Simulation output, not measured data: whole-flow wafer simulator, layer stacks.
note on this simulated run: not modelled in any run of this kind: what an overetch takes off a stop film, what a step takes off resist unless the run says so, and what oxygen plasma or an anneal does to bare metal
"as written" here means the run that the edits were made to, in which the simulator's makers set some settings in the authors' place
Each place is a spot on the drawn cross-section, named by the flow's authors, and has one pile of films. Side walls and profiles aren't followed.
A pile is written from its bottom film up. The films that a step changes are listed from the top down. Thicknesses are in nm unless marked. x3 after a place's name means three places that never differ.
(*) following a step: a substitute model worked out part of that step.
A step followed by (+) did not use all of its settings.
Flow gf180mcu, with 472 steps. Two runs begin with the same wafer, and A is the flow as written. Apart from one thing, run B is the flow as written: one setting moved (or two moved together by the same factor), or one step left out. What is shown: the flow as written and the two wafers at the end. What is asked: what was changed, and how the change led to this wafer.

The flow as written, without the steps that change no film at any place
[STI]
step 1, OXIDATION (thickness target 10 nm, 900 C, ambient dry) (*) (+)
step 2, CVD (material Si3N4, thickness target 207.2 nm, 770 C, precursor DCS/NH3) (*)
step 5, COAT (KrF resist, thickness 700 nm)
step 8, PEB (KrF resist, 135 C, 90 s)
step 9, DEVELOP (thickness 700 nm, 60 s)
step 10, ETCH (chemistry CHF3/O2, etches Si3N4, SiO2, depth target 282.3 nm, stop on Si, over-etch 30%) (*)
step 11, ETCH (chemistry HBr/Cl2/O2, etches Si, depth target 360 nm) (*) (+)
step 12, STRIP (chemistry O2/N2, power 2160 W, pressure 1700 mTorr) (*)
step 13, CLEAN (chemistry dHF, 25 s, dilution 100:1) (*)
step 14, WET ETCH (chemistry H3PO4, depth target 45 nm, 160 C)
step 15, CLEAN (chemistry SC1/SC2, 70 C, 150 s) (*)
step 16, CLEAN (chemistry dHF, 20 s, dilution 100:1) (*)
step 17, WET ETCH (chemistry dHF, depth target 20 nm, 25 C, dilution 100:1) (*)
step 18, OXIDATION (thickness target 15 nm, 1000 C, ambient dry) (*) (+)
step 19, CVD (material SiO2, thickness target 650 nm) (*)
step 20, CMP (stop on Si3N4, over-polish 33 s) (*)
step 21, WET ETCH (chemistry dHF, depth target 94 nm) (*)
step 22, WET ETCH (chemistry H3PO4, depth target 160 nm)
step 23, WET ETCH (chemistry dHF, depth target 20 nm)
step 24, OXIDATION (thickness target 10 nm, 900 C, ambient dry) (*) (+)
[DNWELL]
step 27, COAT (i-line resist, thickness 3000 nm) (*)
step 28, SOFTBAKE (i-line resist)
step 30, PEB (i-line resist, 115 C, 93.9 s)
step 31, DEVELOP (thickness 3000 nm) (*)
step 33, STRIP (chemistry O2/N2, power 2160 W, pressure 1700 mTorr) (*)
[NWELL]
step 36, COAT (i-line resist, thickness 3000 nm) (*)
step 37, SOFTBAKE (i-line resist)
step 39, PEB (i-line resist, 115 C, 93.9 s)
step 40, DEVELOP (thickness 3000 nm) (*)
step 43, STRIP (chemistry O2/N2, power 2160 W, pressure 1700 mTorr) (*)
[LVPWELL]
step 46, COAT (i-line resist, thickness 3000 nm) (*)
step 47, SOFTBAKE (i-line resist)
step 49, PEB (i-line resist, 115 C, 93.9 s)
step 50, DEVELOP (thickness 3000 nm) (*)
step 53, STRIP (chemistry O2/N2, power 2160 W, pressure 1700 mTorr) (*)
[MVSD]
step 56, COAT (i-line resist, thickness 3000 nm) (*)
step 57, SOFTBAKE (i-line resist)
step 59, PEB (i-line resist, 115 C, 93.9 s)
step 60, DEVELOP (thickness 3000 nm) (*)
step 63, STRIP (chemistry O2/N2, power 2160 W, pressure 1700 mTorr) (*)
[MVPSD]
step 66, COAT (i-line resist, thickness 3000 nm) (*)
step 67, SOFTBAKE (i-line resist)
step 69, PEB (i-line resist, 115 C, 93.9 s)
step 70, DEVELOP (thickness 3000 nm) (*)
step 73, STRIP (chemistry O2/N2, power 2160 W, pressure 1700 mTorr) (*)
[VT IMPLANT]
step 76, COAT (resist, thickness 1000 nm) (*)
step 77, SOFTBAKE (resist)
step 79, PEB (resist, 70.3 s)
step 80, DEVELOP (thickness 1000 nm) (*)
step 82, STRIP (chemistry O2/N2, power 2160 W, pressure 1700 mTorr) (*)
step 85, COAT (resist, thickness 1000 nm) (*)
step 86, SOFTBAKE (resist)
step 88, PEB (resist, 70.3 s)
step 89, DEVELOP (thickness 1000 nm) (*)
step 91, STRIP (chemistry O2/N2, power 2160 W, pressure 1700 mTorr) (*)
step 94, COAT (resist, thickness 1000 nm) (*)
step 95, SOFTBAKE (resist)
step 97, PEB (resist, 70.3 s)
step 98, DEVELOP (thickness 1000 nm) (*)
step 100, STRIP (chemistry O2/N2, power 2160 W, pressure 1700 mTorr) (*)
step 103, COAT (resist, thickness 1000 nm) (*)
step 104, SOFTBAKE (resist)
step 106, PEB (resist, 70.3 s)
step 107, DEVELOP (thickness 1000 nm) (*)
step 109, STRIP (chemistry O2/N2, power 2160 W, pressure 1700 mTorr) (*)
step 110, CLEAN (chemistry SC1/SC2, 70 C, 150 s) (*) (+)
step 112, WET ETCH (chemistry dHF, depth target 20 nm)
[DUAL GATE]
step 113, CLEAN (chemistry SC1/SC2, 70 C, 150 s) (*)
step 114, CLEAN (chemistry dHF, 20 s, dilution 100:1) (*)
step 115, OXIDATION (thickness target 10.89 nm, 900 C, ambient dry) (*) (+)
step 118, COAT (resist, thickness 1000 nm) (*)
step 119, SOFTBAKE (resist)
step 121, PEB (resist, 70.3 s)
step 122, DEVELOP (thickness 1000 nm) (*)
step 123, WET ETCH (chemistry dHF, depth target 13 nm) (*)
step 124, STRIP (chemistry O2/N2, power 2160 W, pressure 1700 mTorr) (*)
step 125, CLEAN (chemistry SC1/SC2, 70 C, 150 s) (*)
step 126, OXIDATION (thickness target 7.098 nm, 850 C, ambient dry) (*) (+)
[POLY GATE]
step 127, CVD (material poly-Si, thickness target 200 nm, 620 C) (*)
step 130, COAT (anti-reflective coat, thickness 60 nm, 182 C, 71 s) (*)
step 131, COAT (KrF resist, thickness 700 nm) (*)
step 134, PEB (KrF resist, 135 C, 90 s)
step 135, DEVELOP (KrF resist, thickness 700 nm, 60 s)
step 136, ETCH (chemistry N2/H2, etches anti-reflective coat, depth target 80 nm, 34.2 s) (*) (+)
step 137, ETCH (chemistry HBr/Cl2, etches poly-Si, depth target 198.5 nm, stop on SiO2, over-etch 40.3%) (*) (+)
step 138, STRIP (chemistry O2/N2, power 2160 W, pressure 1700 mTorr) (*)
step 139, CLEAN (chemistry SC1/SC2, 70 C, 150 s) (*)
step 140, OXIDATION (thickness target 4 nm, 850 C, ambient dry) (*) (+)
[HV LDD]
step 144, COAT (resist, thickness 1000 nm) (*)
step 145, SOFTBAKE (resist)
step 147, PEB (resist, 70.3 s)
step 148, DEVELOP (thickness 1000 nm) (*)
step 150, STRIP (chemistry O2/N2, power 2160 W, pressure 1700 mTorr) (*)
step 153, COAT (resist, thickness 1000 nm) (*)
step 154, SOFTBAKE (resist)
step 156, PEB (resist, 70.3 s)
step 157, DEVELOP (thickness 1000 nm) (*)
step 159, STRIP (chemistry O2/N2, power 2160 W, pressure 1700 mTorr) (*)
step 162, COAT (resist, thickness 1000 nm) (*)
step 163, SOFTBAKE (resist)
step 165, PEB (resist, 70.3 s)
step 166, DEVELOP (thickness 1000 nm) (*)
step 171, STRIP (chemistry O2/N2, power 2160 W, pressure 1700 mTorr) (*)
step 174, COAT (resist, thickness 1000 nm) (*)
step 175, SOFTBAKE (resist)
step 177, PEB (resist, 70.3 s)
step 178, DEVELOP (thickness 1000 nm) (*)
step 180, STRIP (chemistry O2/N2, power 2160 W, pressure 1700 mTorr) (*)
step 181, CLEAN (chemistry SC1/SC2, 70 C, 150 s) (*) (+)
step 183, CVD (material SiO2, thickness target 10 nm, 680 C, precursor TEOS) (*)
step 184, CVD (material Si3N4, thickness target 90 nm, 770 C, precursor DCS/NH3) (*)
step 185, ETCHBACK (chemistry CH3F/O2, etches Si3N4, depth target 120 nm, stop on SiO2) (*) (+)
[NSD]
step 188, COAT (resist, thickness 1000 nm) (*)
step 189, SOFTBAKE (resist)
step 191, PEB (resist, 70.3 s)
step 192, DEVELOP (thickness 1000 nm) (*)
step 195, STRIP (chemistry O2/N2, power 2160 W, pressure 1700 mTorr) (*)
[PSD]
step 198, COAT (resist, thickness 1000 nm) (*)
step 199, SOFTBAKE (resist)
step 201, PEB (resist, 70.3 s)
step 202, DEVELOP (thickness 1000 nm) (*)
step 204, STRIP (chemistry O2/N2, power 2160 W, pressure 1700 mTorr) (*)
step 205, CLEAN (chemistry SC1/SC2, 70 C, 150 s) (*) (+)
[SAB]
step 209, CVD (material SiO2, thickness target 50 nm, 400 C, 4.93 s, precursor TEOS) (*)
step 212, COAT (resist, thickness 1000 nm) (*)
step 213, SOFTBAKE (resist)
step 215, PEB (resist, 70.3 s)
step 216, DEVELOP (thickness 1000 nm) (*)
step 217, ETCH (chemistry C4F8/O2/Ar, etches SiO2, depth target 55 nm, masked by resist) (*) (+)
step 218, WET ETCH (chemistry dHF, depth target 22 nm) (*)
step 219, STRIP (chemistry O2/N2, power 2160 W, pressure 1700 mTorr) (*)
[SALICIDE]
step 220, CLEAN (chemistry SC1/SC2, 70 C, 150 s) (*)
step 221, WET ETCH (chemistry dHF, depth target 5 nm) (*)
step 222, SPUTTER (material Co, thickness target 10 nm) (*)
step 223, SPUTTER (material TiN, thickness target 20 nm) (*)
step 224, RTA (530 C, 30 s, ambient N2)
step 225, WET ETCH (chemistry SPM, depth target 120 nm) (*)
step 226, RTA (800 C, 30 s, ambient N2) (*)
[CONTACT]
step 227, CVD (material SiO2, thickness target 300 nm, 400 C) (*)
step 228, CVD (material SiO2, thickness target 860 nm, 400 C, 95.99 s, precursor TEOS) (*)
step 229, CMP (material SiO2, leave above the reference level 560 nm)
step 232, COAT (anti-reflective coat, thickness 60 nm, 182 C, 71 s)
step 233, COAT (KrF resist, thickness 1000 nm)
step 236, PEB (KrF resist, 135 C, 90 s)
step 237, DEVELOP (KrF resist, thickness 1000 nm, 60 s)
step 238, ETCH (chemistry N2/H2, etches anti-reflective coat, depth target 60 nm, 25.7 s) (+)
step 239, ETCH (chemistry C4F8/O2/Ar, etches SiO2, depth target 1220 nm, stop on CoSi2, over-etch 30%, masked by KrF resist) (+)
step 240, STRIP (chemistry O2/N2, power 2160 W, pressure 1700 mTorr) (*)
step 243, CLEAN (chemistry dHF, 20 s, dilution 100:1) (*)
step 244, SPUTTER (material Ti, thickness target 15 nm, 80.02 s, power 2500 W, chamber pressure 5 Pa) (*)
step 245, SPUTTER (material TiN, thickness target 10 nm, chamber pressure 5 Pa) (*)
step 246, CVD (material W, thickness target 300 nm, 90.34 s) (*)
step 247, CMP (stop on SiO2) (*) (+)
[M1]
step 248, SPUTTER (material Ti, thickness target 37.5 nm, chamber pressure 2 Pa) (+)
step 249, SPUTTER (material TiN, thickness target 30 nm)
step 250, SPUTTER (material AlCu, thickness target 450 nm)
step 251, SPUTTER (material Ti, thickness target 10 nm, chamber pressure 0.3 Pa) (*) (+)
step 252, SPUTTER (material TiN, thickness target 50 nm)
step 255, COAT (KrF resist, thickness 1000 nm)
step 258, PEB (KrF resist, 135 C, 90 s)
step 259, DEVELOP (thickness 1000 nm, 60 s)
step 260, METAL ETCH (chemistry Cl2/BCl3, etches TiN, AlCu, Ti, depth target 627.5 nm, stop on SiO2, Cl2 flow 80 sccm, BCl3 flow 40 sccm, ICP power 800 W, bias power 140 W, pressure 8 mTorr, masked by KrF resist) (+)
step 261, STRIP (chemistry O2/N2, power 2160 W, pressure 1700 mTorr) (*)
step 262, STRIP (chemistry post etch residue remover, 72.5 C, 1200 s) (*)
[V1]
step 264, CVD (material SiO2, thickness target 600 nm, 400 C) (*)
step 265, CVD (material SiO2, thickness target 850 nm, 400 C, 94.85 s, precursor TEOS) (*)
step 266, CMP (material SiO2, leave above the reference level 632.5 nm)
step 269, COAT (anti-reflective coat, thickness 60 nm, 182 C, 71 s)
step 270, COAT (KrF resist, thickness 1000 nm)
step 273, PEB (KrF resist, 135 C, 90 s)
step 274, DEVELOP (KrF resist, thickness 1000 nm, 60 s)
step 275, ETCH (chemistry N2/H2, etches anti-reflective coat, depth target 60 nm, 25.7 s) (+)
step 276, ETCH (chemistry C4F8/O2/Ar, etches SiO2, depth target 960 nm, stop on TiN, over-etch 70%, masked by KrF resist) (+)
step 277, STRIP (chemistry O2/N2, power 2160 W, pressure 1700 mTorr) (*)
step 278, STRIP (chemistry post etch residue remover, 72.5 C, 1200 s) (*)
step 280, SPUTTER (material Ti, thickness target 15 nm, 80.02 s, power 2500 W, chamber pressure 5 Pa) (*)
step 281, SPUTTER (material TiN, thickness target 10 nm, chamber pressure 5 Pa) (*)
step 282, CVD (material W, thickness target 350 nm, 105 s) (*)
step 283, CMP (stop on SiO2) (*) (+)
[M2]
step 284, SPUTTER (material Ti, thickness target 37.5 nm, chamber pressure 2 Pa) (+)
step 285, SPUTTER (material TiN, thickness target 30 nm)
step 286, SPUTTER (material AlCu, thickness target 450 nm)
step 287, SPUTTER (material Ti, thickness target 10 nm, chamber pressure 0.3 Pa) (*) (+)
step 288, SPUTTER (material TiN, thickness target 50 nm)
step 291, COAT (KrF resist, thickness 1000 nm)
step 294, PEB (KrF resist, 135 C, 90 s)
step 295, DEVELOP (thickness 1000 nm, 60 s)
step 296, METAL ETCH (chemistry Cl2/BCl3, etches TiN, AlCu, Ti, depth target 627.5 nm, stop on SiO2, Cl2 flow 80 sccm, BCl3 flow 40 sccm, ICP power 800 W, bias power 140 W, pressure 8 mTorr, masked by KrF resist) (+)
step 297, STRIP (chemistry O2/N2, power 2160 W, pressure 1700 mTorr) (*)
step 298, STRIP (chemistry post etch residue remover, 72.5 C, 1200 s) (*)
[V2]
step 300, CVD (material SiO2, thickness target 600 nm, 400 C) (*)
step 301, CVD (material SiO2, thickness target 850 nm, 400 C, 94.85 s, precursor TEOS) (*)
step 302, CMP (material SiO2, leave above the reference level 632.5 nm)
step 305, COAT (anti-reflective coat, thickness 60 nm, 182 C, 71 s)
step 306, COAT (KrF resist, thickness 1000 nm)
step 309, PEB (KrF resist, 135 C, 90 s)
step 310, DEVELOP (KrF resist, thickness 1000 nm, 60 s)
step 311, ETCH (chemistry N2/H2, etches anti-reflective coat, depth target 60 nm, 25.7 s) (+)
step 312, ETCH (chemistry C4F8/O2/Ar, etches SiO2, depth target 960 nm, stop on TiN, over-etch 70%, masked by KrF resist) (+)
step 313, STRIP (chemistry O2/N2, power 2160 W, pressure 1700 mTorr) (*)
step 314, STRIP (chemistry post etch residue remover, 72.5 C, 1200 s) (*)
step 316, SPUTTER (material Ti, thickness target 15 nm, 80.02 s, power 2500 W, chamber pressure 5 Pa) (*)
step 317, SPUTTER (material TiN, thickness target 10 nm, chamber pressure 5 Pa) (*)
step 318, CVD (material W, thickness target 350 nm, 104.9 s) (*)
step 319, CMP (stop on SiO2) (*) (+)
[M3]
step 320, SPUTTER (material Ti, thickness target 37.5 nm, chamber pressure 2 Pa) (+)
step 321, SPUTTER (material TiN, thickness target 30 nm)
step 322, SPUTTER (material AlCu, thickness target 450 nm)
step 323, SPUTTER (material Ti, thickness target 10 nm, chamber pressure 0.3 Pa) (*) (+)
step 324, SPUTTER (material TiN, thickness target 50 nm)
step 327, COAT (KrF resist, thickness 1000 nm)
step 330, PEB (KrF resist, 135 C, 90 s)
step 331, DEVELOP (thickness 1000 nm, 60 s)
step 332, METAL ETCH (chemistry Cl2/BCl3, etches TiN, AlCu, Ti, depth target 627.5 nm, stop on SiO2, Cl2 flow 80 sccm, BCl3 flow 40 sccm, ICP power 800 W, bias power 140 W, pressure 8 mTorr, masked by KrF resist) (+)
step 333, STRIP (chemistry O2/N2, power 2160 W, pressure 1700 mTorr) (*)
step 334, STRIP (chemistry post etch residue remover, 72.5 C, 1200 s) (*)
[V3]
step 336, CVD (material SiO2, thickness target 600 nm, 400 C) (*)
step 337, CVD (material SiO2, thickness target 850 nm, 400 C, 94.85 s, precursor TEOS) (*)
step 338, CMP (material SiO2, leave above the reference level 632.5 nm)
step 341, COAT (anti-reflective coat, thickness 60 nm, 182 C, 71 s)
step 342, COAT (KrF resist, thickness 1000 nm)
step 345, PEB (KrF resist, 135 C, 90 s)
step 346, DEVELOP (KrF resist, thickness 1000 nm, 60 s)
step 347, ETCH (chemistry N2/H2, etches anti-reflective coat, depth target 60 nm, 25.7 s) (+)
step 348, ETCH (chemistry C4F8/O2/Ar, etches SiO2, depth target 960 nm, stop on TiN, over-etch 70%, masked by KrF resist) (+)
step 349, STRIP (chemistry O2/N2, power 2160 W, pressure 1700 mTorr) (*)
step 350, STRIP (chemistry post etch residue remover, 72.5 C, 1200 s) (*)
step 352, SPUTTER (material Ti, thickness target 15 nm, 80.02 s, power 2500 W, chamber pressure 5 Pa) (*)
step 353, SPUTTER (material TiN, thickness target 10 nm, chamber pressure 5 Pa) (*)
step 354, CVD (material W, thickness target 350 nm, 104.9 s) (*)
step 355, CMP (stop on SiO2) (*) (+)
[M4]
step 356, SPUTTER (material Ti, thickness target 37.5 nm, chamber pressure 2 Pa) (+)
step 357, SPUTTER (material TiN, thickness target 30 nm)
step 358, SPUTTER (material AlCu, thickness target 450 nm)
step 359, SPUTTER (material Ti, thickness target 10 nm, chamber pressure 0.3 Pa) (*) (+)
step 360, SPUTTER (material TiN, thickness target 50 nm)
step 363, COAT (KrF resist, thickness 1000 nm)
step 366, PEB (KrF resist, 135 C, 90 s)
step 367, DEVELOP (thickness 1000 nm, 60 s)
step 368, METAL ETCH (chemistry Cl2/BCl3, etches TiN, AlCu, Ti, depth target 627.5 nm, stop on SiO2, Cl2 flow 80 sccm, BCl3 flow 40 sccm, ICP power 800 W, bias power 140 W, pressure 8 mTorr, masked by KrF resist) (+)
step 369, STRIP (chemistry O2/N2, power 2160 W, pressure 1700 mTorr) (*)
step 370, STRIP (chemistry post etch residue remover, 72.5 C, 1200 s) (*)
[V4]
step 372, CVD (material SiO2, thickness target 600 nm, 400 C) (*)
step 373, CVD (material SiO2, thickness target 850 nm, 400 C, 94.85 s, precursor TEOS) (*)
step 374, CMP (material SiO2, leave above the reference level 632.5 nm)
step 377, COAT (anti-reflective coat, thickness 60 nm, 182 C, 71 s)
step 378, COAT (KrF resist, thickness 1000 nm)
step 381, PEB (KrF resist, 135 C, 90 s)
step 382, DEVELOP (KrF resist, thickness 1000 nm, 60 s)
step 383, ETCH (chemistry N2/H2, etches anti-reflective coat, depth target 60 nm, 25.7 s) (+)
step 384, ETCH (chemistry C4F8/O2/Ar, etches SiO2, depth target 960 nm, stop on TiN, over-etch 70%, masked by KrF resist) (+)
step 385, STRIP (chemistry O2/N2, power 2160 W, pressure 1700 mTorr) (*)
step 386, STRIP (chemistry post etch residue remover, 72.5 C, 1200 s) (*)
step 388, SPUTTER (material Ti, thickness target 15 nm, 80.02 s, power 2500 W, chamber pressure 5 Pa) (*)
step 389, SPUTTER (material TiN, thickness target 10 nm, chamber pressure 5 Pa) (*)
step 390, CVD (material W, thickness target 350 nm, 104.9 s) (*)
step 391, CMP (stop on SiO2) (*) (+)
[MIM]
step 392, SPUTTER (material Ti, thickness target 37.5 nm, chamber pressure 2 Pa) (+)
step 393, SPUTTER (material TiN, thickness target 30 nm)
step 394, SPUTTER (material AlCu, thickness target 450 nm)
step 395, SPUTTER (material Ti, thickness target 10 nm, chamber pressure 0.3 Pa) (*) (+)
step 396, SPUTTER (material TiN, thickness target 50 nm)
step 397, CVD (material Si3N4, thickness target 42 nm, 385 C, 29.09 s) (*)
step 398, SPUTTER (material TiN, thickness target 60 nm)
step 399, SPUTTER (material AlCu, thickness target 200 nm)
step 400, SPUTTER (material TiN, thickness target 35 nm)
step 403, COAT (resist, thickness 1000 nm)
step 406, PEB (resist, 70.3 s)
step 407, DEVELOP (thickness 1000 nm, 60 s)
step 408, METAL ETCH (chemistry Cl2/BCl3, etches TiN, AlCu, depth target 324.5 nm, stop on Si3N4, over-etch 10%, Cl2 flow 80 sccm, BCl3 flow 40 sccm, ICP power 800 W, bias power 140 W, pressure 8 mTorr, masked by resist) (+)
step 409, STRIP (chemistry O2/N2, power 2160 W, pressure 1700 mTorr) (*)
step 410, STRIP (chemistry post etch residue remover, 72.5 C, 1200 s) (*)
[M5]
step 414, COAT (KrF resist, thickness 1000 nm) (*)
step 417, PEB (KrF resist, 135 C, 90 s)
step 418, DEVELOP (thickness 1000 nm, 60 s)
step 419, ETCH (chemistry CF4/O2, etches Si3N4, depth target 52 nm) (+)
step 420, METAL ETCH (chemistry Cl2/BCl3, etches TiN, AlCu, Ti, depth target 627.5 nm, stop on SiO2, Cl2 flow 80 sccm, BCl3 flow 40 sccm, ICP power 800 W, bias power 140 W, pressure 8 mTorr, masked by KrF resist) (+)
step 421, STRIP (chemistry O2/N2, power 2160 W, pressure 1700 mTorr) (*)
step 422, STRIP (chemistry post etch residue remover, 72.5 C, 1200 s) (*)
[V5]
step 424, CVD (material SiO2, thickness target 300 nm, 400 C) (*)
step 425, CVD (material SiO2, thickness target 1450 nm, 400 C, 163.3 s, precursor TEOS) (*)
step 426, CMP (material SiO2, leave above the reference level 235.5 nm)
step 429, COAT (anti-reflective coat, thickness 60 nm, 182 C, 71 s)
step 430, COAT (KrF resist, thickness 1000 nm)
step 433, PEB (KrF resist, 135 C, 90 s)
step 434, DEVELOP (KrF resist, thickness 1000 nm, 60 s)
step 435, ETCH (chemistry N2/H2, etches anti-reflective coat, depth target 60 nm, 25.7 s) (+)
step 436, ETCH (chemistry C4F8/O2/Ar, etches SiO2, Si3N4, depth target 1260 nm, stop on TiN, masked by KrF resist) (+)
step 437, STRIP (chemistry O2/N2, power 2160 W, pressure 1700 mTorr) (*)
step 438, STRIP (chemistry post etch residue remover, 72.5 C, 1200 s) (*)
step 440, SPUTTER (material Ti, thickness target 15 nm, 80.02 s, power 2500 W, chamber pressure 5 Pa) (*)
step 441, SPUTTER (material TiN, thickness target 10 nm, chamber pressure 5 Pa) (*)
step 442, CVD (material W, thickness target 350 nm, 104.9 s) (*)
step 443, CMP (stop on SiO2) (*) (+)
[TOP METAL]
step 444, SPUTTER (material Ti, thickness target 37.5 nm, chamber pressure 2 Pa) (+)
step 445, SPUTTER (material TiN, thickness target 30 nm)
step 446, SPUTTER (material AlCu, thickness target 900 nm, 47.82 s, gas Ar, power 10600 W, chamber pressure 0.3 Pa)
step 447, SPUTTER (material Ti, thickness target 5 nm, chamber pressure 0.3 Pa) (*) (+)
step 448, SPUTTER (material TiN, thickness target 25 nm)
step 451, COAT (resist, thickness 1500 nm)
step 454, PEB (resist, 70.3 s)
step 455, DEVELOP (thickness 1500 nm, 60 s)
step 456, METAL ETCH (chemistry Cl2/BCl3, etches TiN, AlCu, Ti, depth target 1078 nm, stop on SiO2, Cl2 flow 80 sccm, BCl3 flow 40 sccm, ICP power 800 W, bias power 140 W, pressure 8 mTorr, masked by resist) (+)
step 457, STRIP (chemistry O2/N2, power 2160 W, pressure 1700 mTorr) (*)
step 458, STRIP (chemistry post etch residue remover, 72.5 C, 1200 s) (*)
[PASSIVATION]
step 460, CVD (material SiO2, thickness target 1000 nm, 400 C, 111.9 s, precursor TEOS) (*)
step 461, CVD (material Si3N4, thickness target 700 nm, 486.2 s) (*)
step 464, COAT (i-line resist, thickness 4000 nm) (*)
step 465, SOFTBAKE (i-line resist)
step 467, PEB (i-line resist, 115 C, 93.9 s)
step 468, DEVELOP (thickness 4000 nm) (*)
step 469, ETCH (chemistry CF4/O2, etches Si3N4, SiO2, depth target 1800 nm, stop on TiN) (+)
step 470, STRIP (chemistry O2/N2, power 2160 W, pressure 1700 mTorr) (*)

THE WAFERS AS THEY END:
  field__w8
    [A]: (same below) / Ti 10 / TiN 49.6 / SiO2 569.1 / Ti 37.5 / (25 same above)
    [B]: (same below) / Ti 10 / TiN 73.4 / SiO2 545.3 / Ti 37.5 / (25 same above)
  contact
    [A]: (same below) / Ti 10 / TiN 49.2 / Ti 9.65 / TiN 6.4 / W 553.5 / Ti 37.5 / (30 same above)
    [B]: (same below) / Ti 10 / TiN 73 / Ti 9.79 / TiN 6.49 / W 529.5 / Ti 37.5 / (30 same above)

The reason: step 288, SPUTTER: thickness target 73.8 nm was run, while the flow as written has thickness target 50 nm.

How this came from the change, step by step:
  step 288, SPUTTER (material TiN, thickness target 50 nm)
      field, field__w1, field__w2 and 108 more: A +50 TiN (new film) | B +73.8 TiN (new film)
  step 296, METAL ETCH (chemistry Cl2/BCl3, etches TiN, AlCu, Ti, depth target 627.5 nm, stop on SiO2, Cl2 flow 80 sccm, BCl3 flow 40 sccm, ICP power 800 W, bias power 140 W, pressure 8 mTorr, masked by KrF resist) (+)
      field, field__w1, field__w2 and 103 more: A -50 TiN (all of it), -10 Ti (all of it), -450 AlCu (all of it), -30 TiN (all of it), -37.5 Ti (all of it) | B -73.8 TiN (all of it), -10 Ti (all of it), -450 AlCu (all of it), -30 TiN (all of it), -37.5 Ti (all of it)
  step 302, CMP (material SiO2, leave above the reference level 632.5 nm)
      field__w8, contact, m1, m1__w1, m1_nw: A -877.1 SiO2 | B -900.9 SiO2
  step 312, ETCH (chemistry C4F8/O2/Ar, etches SiO2, depth target 960 nm, stop on TiN, over-etch 70%, masked by KrF resist) (+)
      field, field__w1, field__w2 and 107 more: A -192 KrF resist | B -186.5 KrF resist
      contact: A -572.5 SiO2 (all of it) | B -548.7 SiO2 (all of it)
  step 318, CVD (material W, thickness target 350 nm, 104.9 s) (*)
      contact: A +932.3 W (new film) | B +908.3 W (new film)
